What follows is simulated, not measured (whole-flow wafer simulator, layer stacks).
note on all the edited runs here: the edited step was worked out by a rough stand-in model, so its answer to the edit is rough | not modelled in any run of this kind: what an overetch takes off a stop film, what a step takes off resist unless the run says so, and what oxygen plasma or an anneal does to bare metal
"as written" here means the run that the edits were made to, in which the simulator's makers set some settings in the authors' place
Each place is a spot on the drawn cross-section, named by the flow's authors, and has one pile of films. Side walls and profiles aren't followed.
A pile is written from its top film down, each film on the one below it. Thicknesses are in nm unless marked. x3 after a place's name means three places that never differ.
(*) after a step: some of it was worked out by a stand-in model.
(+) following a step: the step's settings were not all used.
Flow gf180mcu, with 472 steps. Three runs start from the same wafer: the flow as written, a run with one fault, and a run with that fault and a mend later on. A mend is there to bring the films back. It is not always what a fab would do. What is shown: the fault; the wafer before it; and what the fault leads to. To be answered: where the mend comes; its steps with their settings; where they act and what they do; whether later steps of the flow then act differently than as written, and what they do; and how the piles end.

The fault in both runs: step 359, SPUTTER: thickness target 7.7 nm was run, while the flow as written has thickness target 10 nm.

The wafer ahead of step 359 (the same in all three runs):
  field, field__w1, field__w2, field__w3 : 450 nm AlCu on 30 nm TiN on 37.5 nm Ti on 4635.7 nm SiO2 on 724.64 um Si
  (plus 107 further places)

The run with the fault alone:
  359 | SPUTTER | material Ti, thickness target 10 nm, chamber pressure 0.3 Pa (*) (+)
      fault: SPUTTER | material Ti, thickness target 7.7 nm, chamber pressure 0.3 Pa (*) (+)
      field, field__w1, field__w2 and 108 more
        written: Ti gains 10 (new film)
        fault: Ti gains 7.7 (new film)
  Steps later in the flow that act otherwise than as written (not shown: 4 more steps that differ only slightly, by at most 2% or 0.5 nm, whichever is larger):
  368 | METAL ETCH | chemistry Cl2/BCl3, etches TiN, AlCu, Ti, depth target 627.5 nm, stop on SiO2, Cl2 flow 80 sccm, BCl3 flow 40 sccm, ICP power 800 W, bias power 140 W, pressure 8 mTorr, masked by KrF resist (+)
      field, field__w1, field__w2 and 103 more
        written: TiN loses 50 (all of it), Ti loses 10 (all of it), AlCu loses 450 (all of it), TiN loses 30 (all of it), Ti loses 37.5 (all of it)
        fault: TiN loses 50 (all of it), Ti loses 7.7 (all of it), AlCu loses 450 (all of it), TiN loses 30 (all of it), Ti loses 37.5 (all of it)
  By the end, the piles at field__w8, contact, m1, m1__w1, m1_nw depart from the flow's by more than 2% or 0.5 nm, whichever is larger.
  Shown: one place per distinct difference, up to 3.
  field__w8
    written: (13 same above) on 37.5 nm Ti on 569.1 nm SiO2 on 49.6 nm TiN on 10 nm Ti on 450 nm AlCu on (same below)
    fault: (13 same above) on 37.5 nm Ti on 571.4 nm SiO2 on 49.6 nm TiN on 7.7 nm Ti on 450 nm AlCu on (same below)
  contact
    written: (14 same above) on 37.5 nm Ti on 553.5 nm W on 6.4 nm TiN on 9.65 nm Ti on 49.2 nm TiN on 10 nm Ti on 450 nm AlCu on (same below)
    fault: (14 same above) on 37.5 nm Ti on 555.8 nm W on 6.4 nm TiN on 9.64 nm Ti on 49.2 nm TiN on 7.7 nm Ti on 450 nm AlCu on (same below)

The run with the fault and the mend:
  The mend stands after step 359.
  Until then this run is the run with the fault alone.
  359a | SPUTTER | material Ti, thickness target 2.3 nm, chamber pressure 0.3 Pa (*) (+) (the flow's step 359 again, with other settings)
      field, field__w1, field__w2 and 108 more
        Ti gains 2.3
  None of the later steps of the flow acts differently than as written at any place that is followed.
  At every place that both follow, the piles at the end match the flow's.
